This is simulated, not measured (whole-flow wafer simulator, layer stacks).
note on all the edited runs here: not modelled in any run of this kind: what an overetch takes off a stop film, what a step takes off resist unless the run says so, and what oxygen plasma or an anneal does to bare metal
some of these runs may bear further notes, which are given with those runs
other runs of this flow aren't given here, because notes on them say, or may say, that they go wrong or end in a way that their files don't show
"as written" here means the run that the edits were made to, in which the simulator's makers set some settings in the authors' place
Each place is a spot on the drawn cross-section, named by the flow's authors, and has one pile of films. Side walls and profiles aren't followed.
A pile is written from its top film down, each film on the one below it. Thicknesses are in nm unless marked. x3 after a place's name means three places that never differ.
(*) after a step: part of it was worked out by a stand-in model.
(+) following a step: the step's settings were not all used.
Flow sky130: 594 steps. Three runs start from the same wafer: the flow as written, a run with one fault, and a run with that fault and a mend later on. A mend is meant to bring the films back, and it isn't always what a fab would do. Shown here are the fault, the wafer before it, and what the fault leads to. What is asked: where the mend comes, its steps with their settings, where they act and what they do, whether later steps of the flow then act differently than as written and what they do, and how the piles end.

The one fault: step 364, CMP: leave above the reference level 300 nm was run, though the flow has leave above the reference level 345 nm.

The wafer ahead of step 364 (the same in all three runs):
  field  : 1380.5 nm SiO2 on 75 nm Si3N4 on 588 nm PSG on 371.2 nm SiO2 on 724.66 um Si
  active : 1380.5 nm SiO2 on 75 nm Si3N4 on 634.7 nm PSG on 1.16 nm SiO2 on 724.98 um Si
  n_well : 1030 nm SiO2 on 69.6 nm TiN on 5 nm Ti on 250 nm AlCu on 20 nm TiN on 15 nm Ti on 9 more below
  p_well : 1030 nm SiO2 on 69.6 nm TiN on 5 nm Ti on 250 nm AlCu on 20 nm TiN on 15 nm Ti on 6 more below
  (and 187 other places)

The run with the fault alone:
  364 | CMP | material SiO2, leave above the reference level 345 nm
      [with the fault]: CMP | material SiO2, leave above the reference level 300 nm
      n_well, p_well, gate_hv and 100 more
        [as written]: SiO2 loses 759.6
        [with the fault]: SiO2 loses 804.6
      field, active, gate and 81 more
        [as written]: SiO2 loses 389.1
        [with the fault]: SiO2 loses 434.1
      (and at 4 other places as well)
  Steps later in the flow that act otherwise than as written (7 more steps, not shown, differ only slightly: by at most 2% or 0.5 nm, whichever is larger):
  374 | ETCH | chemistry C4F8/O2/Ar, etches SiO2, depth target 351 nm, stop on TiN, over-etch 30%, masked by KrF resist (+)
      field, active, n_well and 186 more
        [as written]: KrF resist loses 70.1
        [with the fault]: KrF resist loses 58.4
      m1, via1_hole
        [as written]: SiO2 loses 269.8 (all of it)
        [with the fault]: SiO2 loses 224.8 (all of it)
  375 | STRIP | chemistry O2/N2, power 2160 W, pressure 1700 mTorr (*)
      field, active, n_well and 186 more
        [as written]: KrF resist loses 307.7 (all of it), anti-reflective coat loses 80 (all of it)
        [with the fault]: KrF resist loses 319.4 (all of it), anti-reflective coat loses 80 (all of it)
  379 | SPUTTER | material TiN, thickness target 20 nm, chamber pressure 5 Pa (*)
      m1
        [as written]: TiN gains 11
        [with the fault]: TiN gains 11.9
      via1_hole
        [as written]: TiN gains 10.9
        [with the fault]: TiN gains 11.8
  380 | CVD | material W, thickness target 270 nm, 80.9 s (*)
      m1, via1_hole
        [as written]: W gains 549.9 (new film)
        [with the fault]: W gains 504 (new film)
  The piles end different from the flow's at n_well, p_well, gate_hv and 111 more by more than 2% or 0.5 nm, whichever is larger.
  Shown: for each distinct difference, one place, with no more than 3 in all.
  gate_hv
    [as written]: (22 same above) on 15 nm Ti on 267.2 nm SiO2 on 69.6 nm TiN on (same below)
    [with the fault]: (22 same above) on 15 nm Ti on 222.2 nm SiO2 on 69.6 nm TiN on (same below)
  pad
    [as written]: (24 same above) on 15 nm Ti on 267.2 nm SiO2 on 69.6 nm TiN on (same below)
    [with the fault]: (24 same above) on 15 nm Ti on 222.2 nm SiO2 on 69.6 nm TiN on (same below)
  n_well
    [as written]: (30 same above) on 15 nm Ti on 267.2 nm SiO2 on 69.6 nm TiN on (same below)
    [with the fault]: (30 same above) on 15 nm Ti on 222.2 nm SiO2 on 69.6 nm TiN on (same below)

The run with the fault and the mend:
  After step 364 comes the mend.
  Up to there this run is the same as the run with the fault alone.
  364a | HDPCVD | thickness target 45 nm (*) (the flow's step 363, run once more with other settings)
      field, active, n_well and 188 more
        SiO2 gains 45
  Every later step of the flow that is run acts as written, at every place that is followed, to within 2% or 0.5 nm, whichever is larger.
  The piles end the same as the flow's at every place that both follow.
